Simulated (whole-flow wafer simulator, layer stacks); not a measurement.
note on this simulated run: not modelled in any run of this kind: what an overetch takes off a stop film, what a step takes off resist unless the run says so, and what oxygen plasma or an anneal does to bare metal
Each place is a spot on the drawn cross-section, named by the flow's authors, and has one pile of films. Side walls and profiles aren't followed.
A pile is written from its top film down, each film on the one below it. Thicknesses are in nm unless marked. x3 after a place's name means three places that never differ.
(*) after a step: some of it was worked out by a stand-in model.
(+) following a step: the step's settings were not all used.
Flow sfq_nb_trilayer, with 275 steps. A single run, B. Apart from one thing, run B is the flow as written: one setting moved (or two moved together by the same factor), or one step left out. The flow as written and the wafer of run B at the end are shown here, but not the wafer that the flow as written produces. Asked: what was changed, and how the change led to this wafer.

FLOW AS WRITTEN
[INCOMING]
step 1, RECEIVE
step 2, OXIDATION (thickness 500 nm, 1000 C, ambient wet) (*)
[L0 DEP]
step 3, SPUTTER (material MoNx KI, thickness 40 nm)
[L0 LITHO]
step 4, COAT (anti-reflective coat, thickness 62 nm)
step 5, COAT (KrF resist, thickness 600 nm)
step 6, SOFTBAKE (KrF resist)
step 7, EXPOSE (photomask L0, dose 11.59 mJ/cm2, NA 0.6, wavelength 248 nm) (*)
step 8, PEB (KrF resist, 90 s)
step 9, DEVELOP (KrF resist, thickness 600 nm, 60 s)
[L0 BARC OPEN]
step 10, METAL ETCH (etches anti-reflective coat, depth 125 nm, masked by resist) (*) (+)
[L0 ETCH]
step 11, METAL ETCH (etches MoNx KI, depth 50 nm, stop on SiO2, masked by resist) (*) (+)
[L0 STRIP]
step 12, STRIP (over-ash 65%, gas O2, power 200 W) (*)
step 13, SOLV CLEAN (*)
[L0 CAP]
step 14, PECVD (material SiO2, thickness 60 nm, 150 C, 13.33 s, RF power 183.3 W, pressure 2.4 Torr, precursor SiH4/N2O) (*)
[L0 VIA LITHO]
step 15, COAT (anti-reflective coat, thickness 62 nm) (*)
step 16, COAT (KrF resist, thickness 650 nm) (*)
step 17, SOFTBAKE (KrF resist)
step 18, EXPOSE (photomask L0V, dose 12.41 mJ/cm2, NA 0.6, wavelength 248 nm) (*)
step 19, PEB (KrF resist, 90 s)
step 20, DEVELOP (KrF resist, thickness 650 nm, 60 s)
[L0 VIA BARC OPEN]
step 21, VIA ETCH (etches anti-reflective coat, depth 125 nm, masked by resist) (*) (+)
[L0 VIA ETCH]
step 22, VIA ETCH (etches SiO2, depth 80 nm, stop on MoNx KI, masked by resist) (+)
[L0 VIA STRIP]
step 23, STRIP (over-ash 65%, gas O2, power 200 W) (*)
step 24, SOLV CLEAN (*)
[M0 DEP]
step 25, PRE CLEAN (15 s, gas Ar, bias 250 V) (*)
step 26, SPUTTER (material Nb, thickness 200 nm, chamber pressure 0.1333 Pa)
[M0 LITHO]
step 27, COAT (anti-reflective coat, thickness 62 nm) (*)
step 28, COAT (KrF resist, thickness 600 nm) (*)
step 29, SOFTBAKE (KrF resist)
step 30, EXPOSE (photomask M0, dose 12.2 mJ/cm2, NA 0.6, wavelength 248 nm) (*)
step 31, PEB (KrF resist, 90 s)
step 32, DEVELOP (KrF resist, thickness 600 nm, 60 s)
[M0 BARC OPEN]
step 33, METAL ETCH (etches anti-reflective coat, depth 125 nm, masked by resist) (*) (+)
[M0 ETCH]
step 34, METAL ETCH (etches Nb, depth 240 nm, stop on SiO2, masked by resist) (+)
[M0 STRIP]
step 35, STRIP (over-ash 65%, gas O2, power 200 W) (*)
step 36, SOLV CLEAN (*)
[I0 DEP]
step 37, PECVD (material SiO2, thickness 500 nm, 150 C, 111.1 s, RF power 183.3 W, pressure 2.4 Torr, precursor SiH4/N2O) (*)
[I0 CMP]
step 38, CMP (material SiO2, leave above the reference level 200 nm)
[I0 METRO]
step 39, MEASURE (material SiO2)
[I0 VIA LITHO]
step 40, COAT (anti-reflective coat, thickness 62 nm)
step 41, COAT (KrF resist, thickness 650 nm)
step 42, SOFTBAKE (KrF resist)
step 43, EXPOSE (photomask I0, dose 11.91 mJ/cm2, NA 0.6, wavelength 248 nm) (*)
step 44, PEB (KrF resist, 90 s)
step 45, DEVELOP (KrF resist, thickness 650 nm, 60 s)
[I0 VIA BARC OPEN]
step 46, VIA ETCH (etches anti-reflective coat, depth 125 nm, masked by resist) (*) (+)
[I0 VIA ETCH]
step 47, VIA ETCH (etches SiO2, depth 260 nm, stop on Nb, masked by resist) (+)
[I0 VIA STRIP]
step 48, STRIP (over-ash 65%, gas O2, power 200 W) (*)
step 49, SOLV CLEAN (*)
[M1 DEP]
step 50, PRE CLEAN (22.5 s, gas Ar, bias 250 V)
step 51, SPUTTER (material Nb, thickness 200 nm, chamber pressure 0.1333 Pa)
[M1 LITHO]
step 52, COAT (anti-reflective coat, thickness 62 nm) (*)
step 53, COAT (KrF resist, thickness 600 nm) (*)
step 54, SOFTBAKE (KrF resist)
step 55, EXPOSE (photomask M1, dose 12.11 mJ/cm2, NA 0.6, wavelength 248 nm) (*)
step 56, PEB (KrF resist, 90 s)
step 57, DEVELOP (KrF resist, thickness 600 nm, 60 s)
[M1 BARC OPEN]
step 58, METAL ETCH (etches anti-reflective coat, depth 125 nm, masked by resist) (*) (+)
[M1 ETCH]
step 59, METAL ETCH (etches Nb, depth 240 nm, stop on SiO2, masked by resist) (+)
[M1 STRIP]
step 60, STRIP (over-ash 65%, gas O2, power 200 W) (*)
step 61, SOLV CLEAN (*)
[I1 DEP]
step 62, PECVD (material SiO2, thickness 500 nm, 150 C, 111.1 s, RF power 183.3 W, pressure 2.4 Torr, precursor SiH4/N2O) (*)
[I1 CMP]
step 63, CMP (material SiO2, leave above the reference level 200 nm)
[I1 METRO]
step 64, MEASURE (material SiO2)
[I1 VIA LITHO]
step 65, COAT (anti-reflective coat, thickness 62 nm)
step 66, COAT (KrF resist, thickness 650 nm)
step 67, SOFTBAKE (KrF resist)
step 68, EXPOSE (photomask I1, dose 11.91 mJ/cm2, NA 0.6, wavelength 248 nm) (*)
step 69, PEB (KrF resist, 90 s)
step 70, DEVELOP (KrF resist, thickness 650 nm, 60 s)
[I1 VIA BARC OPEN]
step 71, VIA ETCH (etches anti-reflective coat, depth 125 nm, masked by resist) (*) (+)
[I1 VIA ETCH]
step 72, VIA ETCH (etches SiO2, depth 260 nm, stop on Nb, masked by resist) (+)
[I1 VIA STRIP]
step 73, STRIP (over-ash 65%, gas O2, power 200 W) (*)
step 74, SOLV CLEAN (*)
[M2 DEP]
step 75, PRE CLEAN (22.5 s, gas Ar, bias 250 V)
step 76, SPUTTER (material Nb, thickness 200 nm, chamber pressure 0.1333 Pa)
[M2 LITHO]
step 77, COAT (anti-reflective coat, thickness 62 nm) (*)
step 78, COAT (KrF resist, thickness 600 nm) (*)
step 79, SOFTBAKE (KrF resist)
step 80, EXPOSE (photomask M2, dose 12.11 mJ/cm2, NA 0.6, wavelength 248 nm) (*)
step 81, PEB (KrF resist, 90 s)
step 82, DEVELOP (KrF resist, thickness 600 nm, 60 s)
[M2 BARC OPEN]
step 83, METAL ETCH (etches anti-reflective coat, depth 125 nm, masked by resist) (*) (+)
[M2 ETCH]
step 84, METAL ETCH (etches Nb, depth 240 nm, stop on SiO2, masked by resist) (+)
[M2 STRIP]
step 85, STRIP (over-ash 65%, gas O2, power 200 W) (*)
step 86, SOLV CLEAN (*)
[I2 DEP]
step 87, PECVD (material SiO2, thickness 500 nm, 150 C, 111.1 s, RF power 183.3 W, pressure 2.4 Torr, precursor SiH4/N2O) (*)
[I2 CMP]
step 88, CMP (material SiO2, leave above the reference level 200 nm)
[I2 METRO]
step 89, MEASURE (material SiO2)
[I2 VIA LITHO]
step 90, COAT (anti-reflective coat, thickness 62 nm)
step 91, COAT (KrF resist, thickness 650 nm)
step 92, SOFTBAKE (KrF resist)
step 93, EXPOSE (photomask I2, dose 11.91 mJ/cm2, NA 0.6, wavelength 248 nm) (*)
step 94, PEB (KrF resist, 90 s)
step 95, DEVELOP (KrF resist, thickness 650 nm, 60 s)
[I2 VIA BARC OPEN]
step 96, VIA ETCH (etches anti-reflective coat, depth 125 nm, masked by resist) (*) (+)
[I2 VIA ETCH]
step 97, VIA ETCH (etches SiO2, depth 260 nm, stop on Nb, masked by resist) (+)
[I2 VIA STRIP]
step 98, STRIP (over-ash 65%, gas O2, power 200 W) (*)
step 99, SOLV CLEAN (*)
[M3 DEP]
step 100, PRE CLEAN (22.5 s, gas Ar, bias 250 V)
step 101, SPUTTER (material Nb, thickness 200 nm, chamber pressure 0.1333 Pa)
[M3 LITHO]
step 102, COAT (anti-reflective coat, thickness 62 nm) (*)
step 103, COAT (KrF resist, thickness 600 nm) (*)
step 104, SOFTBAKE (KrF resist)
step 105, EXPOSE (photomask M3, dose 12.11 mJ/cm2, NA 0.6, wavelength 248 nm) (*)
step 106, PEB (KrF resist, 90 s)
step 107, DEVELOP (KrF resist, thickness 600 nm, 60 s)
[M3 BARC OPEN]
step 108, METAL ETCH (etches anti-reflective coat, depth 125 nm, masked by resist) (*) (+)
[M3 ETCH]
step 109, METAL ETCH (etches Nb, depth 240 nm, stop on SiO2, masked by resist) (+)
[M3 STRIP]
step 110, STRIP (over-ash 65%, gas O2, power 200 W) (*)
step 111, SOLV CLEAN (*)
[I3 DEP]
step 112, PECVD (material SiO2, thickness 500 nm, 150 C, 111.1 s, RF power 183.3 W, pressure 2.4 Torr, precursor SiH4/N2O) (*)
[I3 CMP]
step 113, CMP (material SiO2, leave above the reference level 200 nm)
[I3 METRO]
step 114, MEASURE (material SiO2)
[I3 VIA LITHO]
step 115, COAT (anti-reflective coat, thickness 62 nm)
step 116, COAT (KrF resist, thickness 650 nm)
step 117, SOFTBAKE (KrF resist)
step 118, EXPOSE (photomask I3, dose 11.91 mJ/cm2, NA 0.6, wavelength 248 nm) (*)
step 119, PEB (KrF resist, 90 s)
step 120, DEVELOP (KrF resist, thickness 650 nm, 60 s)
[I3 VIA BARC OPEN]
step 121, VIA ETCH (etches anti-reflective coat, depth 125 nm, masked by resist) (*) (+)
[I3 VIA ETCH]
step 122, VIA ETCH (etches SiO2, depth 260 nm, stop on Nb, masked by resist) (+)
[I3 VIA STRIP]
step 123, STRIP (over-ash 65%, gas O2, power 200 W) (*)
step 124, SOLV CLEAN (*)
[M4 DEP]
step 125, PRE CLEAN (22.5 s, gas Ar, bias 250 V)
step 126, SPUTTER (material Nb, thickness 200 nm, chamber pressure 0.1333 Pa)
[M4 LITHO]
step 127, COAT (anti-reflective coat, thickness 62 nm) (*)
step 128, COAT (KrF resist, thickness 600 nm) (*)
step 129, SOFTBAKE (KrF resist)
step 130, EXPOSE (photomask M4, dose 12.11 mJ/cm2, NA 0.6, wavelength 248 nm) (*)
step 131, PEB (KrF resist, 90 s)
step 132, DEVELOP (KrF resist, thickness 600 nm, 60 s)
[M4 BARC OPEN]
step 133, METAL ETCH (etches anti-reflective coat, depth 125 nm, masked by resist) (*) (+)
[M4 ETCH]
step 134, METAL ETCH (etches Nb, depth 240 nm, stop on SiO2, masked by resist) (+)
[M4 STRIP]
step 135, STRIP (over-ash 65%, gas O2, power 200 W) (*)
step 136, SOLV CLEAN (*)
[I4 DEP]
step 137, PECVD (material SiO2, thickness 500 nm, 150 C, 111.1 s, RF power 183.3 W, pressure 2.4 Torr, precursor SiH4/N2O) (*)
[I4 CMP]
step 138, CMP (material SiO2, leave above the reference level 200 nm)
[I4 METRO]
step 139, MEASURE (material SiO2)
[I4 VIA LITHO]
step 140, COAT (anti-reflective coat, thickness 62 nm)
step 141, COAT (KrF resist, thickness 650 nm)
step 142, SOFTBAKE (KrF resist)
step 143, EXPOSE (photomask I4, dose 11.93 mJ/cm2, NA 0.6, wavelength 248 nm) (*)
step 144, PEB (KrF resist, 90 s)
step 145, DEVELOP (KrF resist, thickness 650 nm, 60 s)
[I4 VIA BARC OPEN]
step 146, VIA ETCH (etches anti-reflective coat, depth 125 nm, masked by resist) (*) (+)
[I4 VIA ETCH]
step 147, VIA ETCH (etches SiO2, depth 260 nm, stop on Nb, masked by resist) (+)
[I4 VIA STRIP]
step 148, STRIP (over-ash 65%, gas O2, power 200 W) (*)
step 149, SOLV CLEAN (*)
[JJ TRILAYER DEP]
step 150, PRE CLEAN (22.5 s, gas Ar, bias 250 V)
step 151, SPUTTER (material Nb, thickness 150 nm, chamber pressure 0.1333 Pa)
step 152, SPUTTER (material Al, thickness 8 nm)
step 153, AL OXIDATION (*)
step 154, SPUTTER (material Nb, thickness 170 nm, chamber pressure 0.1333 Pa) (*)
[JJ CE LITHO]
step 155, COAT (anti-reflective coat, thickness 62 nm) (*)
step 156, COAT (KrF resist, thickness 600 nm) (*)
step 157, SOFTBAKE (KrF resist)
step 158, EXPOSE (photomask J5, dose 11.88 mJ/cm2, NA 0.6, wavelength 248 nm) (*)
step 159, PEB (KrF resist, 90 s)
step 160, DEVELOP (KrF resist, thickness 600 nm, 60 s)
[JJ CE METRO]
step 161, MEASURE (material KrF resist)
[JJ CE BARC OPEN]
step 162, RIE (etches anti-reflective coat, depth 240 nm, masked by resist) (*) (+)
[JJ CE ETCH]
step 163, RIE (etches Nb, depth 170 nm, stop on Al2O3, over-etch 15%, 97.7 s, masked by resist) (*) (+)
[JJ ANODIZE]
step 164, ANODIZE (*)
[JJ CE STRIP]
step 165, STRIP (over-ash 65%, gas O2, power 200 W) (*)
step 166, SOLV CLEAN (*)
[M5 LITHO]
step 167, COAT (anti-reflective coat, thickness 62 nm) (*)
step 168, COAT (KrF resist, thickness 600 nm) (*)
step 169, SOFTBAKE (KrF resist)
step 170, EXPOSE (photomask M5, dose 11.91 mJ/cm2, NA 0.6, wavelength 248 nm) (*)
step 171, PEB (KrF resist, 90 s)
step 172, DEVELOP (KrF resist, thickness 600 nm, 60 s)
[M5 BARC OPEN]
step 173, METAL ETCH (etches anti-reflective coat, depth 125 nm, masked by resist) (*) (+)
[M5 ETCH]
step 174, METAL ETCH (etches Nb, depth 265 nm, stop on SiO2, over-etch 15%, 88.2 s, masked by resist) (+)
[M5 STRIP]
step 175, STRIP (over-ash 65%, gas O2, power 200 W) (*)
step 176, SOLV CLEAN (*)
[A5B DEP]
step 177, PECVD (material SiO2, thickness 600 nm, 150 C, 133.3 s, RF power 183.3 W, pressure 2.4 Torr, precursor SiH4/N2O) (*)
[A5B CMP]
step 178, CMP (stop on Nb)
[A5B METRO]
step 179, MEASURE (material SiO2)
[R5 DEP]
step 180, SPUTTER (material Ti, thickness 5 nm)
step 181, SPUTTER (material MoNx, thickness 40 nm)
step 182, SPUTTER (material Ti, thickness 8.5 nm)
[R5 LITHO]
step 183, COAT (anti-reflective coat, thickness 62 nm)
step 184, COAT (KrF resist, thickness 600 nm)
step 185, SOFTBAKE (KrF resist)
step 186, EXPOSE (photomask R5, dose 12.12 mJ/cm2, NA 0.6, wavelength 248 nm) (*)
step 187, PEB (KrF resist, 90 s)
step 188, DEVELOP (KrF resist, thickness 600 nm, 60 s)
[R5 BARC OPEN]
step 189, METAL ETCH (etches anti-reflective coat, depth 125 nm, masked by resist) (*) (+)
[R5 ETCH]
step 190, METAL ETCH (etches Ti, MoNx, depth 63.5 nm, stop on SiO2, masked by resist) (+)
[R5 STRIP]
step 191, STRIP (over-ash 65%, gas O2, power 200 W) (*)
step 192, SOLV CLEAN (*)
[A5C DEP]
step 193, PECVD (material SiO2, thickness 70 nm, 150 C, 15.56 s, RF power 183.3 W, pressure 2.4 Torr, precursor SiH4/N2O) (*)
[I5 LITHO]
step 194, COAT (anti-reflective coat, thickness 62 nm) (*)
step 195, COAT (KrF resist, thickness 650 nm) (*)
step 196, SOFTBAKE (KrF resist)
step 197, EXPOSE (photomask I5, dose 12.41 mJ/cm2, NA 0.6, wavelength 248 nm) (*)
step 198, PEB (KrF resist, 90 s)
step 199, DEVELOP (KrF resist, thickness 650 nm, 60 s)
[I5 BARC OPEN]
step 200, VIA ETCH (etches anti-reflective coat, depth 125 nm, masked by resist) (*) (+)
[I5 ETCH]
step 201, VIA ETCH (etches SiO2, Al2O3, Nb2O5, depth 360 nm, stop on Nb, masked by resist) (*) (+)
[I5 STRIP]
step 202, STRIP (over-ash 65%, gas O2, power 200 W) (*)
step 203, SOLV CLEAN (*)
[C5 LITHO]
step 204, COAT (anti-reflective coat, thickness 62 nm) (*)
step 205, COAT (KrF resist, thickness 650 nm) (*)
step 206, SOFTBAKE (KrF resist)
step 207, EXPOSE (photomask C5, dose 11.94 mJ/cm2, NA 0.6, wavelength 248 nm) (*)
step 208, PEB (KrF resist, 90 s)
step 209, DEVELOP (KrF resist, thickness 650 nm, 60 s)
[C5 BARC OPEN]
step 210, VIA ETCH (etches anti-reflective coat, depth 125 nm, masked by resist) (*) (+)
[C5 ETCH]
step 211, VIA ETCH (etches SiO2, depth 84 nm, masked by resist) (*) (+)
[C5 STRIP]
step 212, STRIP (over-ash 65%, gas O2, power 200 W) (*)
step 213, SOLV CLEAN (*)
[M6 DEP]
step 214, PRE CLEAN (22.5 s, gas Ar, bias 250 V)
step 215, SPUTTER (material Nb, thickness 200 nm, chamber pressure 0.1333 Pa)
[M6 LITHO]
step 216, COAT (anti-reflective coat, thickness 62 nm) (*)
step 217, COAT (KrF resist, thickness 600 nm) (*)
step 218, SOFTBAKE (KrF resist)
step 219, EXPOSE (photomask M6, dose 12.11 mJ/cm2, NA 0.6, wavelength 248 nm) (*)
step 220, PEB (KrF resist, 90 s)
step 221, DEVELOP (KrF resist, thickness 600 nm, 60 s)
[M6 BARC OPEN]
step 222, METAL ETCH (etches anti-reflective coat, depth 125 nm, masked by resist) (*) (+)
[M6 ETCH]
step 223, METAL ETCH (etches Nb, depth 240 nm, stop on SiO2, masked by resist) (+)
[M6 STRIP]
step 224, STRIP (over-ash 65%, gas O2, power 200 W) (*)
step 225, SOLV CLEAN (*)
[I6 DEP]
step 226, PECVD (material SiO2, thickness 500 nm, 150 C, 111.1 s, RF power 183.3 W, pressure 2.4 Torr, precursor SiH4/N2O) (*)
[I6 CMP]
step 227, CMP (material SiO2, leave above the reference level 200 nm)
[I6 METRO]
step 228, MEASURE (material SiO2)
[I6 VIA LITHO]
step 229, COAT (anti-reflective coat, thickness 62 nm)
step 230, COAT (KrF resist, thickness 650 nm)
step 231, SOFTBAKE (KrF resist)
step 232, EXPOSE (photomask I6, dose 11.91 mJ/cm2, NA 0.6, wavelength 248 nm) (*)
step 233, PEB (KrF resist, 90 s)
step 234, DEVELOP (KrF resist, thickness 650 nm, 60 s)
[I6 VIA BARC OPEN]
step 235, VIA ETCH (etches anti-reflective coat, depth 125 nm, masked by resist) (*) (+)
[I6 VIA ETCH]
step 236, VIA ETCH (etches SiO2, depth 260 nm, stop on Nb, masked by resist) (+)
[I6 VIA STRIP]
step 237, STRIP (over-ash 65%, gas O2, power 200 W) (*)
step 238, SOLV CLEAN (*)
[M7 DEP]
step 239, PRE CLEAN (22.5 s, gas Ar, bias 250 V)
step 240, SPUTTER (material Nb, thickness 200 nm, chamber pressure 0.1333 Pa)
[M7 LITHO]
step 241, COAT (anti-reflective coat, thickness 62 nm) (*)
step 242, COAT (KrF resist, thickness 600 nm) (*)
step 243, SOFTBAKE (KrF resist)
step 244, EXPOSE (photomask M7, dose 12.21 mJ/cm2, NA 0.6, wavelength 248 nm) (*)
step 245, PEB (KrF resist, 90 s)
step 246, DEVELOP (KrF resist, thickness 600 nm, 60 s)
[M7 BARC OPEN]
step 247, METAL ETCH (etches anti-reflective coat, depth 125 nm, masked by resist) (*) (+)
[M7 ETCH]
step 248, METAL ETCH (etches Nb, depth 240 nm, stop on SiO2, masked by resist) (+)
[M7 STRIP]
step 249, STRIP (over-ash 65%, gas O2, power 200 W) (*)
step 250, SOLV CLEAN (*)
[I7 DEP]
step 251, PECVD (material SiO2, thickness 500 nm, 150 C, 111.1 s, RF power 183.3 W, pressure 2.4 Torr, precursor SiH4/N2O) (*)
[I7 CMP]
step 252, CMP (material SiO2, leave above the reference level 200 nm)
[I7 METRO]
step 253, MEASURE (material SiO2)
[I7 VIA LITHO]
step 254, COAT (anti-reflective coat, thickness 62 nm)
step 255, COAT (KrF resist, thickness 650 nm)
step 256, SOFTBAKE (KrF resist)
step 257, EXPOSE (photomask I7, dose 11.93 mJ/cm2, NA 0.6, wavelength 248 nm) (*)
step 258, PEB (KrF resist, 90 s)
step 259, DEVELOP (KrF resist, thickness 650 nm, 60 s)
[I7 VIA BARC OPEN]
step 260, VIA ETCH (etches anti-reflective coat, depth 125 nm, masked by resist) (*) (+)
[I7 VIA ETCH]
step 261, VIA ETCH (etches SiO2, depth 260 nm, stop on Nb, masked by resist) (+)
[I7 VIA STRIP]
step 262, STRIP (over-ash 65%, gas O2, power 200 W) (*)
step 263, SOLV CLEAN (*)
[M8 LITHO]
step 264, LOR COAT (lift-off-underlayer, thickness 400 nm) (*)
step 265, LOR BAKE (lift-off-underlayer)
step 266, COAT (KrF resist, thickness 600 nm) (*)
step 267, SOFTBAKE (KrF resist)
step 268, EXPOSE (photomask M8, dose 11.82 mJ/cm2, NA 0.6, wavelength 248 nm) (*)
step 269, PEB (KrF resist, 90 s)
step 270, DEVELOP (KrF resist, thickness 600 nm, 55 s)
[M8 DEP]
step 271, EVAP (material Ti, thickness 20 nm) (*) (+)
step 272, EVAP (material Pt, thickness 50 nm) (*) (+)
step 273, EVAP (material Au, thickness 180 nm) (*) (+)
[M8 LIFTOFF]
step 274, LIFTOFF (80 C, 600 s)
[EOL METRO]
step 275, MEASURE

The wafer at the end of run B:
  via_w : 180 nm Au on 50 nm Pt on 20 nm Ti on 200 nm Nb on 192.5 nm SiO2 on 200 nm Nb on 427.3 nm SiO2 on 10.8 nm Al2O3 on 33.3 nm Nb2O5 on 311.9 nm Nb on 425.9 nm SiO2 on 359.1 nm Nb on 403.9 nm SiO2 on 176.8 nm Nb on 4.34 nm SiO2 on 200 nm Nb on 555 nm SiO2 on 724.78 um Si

Cause: step 47, VIA ETCH: depth 188 nm was run, though the flow has depth 260 nm.

How this came from the change, step by step:
  step 47, VIA ETCH (etches SiO2, depth 260 nm, stop on Nb, masked by resist) (+)
      via_w: -188 SiO2 (as written it would have been: -199.8 SiO2 (all of it))
      field_l, v_sur, via_wl and 102 more: -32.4 KrF resist (as written it would have been: -44.8 KrF resist)
  step 48, STRIP (over-ash 65%, gas O2, power 200 W) (*)
      field_l, v_sur, via_wl and 102 more: -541 KrF resist (all of it), -62 anti-reflective coat (all of it) (as written it would have been: -528.6 KrF resist (all of it), -62 anti-reflective coat (all of it))
  step 50, PRE CLEAN (22.5 s, gas Ar, bias 250 V)
      via_w: -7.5 SiO2 (as written it would have been: -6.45 Nb)
  step 51, SPUTTER (material Nb, thickness 200 nm, chamber pressure 0.1333 Pa)
      via_w: +176.8 Nb (new film) (as written it would have been: +174.5 Nb)
  step 62, PECVD (material SiO2, thickness 500 nm, 150 C, 111.1 s, RF power 183.3 W, pressure 2.4 Torr, precursor SiH4/N2O) (*)
      via_w: +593 SiO2 (new film) (as written it would have been: +606 SiO2 (new film))
With metal films that touch counted as one body, via_w has 6 bodies (between them, from the top down: SiO2 192.5; SiO2 427.3 / Al2O3 10.8 / Nb2O5 33.3; SiO2 425.9; SiO2 403.9; SiO2 4.34); the flow as written gives 5 bodies (between them, from the top down: SiO2 192.5; SiO2 427.3 / Al2O3 10.8 / Nb2O5 33.3; SiO2 425.9; SiO2 416.9).
